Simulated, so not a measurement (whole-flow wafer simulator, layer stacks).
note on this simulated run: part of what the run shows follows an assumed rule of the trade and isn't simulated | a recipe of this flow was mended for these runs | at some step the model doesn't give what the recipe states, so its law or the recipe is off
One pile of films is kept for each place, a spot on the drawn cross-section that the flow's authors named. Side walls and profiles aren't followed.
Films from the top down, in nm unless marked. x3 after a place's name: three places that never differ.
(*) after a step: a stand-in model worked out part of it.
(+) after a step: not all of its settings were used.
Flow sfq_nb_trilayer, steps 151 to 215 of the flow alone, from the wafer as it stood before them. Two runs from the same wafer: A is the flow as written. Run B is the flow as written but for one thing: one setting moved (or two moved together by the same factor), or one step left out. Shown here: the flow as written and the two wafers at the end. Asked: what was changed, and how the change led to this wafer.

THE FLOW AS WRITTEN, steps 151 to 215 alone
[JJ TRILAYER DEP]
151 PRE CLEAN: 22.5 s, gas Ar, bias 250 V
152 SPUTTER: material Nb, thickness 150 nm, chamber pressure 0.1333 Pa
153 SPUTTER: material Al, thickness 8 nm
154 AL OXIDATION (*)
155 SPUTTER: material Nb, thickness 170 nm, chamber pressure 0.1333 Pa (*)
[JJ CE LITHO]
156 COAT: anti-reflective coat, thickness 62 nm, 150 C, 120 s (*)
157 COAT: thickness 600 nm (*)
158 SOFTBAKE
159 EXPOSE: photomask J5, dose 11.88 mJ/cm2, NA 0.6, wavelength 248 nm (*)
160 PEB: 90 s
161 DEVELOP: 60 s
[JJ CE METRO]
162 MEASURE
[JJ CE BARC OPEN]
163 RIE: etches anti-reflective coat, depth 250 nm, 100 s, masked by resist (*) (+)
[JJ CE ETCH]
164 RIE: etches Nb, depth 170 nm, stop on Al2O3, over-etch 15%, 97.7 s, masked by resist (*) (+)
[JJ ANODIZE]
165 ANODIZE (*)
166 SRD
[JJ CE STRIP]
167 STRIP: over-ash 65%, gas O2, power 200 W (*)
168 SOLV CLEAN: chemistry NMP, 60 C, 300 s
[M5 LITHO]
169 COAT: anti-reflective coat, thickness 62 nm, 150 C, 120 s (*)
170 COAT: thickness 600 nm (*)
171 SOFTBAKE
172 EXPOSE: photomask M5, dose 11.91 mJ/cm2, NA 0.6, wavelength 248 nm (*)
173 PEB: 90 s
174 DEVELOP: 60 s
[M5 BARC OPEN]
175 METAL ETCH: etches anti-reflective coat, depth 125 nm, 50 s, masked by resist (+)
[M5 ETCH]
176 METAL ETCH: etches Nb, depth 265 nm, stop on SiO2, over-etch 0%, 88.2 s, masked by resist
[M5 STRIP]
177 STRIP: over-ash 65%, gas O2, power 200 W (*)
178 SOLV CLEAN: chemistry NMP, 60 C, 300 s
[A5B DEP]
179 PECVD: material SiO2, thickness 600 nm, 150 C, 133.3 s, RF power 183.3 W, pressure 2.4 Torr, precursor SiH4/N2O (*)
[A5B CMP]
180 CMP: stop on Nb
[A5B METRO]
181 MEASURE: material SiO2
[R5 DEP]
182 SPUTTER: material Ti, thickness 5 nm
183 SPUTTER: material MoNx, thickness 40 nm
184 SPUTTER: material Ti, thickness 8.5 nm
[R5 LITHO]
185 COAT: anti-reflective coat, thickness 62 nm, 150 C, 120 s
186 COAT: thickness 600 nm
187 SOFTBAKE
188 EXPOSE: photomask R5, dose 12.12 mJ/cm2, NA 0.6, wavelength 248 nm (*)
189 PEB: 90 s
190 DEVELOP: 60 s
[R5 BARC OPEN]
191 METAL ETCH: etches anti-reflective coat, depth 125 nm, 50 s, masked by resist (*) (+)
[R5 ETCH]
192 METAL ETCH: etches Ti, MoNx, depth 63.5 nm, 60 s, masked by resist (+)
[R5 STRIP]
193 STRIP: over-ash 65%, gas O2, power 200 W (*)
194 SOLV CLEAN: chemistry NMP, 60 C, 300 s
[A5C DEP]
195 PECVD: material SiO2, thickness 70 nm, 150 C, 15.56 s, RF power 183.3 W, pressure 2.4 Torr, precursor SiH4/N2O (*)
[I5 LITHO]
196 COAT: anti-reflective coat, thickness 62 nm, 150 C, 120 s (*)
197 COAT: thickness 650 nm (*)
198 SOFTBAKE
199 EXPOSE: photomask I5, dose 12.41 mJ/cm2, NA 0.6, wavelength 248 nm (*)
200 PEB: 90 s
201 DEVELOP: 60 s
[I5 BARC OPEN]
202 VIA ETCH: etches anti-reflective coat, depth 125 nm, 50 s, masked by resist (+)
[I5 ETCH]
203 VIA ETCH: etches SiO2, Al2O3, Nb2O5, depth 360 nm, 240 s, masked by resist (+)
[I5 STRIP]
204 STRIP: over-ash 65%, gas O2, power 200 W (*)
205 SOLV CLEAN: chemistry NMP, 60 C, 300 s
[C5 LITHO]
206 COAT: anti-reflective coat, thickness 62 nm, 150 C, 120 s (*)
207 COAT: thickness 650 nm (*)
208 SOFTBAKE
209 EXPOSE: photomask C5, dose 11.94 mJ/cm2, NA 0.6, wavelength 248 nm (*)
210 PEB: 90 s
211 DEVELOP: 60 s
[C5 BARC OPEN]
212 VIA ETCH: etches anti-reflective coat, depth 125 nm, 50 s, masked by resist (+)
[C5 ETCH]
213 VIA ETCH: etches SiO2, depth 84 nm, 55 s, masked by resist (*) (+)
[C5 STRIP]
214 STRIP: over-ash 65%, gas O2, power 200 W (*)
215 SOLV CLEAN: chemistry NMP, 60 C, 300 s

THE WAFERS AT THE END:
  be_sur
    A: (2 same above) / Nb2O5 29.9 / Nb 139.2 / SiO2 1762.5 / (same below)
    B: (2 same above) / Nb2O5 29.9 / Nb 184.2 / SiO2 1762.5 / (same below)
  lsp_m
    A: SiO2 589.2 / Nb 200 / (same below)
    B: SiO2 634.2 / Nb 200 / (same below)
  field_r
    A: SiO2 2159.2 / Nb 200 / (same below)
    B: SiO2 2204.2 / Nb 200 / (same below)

The cause: step 152, SPUTTER: thickness 195 nm was run, where the flow has thickness 150 nm.

How the change led to this, step by step:
  152 SPUTTER: material Nb, thickness 150 nm, chamber pressure 0.1333 Pa
      field_l, v_sur, via_sp and 100 more: A Nb +150 (new film) | B Nb +195 (new film)
      via_wl, via_w, via_wr: A Nb +129.8 | B Nb +169.2
  156 COAT: anti-reflective coat, thickness 62 nm, 150 C, 120 s (*)
      via_wl, via_wr: A anti-reflective coat +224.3 (new film) | B anti-reflective coat +237.8 (new film)
      v_sur: A anti-reflective coat +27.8 (new film) | B anti-reflective coat +28.4 (new film)
      (and at 1 more place)
  163 RIE: etches anti-reflective coat, depth 250 nm, 100 s, masked by resist (*) (+)
      via_wl, via_wr: A anti-reflective coat -224.3 (all of it) | B anti-reflective coat -237.8 (all of it)
      v_sur: A anti-reflective coat -27.8 (all of it) | B anti-reflective coat -28.4 (all of it)
      (and at 1 more place)
  165 ANODIZE (*)
      via_wl, via_wr: A Al2O3 +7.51 (new film), Nb2O5 +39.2 (new film), Al -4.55 (all of it), Nb -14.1 | B Al2O3 +6.94 (new film), Nb2O5 +40.2 (new film), Al -4.21 (all of it), Nb -14.5
  169 COAT: anti-reflective coat, thickness 62 nm, 150 C, 120 s (*)
      via_wl, via_wr: A anti-reflective coat +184 (new film) | B anti-reflective coat +191.9 (new film)
      v_sur: A anti-reflective coat +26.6 (new film) | B anti-reflective coat +27.2 (new film)
      (and at 1 more place)
  176 METAL ETCH: etches Nb, depth 265 nm, stop on SiO2, over-etch 0%, 88.2 s, masked by resist
      field_l, res, r_end and 47 more: A Al2O3 -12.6 (all of it), Nb2O5 -29.9 (all of it), Nb -139.2 (all of it), SiO2 -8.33 | B Al2O3 -12.6 (all of it), Nb2O5 -29.9 (all of it), Nb -184.2 (all of it), SiO2 -3.83
      r_sur, wl_a_sl, wl_a_m6: A Al2O3 -12.5 (all of it), Nb2O5 -29.9 (all of it), Nb -139.2 (all of it), SiO2 -8.33 | B Al2O3 -12.5 (all of it), Nb2O5 -29.9 (all of it), Nb -184.2 (all of it), SiO2 -3.83
  177 STRIP: over-ash 65%, gas O2, power 200 W (*)
      v_sur: A KrF-resist-other-grade -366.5 (all of it), anti-reflective coat -26.6 (all of it) | B KrF-resist-other-grade -366 (all of it), anti-reflective coat -27.2 (all of it)
      via_wl: A KrF-resist-other-grade -418.2 (all of it), anti-reflective coat -184 (all of it) | B KrF-resist-other-grade -415.7 (all of it), anti-reflective coat -191.9 (all of it)
      (and at 2 more places)
  180 CMP: stop on Nb
      field_l, p4_fl x5, p4_w1 x9 and 27 more: A SiO2 -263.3 | B SiO2 -222.8
      r_sur, res, r_end, moat, field_r, lsp_l: A SiO2 -256.4 | B SiO2 -214.4
      (and at 8 more places)
